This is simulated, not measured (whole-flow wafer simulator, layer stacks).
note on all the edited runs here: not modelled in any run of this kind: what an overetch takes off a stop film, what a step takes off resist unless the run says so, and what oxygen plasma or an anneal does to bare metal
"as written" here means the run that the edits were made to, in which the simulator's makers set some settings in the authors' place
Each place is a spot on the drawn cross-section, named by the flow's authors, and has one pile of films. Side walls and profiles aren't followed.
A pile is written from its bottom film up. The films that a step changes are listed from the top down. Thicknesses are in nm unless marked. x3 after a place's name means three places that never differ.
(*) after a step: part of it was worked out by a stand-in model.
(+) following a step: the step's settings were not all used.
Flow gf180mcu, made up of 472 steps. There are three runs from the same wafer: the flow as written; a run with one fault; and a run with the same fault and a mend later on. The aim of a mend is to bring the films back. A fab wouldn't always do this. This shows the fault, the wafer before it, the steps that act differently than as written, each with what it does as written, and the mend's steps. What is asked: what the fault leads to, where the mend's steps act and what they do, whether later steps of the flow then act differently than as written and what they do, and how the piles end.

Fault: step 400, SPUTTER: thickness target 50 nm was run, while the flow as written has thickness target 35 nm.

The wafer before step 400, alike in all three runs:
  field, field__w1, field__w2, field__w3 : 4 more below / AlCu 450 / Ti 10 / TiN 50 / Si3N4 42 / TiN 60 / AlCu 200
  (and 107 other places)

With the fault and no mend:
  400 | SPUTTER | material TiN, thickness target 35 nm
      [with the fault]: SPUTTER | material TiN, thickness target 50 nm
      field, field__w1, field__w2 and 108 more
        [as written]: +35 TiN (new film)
        [with the fault]: +50 TiN (new film)
  Later steps of the flow acting differently than as written (not shown: 7 more steps that differ only slightly, by at most 2% or 0.5 nm, whichever is larger):
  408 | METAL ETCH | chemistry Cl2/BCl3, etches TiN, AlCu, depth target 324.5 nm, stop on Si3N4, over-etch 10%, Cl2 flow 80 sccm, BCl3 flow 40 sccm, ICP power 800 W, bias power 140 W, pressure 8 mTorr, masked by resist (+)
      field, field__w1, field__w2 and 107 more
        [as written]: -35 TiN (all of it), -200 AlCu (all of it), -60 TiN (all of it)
        [with the fault]: -50 TiN (all of it), -200 AlCu (all of it), -60 TiN (all of it)
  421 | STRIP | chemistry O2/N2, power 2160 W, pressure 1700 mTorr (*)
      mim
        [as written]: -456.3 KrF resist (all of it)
        [with the fault]: -445.1 KrF resist (all of it)
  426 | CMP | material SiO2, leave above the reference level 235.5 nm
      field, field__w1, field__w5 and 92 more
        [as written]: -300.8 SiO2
        [with the fault]: -285.8 SiO2
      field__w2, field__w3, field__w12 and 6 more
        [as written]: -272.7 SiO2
        [with the fault]: -257.7 SiO2
  The piles end different from the flow's at mim by more than 2% or 0.5 nm, whichever is larger.
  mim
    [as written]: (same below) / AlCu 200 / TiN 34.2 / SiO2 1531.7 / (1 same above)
    [with the fault]: (same below) / AlCu 200 / TiN 49.2 / SiO2 1531.7 / (1 same above)

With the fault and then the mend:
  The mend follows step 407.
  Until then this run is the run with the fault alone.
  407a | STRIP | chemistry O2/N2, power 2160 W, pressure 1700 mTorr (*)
      mim
        -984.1 resist (all of it)
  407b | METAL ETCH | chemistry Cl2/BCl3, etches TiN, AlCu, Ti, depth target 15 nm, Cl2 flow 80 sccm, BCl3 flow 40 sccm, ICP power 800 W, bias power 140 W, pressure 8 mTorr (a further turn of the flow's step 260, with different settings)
      field, field__w1, field__w2 and 108 more
        -15 TiN
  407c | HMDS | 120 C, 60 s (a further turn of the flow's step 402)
      leaves every film unchanged at each place that is followed
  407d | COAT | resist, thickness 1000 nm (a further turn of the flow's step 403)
      field, field__w1, field__w2 and 108 more
        +1000 resist (new film)
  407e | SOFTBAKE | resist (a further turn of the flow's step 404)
      leaves every film unchanged at each place that is followed
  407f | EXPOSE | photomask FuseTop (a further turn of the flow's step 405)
      leaves every film unchanged at each place that is followed
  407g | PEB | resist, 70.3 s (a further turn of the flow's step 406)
      field, field__w1, field__w2 and 108 more
        -15.9 resist
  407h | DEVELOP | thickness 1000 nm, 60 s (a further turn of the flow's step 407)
      field, field__w1, field__w2 and 107 more
        -984.1 resist (all of it)
  Every later step of the flow that is run acts as written at every place that is followed.
  At every place that both follow, the piles at the end match the flow's.
